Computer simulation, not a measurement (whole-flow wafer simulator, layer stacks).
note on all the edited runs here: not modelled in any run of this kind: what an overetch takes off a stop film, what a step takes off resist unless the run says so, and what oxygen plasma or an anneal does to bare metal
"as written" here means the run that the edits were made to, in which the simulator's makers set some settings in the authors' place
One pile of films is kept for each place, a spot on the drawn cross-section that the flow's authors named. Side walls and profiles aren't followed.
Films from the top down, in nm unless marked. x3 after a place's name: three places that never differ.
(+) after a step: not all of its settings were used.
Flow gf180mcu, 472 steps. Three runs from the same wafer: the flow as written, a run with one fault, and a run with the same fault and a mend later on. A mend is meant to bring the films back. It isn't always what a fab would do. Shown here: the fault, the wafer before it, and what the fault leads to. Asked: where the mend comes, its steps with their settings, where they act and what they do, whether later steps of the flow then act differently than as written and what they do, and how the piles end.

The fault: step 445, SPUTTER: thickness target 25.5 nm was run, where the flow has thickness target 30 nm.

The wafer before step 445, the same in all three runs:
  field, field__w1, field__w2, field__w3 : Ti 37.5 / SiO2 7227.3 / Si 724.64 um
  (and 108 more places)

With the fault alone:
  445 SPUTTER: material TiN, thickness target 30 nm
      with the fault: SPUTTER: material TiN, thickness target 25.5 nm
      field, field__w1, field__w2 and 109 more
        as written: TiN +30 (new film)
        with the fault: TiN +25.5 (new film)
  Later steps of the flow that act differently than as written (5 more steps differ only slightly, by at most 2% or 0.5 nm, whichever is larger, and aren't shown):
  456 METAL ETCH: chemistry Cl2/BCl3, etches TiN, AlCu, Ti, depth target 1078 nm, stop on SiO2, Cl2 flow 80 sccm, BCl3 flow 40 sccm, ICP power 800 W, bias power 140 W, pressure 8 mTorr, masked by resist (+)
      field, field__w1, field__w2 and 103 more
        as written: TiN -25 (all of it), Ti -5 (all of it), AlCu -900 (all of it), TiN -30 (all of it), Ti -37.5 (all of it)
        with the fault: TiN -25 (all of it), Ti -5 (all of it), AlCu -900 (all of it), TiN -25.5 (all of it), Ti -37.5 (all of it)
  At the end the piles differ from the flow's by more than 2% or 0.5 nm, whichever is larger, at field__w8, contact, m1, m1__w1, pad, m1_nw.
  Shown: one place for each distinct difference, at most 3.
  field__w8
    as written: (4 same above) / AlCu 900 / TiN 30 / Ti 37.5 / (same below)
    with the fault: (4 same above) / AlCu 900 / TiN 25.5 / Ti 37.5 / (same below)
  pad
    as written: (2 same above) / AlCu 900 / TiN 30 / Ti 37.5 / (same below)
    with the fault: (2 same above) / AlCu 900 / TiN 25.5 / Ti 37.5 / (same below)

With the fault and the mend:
  The mend comes after step 445.
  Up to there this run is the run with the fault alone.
  445a SPUTTER: material TiN, thickness target 4.5 nm (the flow's step 445 once more, with other settings)
      field, field__w1, field__w2 and 109 more
        TiN +4.5
  No later step of the flow acts differently than as written at any place that is followed.
  At the end the piles are the same as the flow's at every place that both follow.
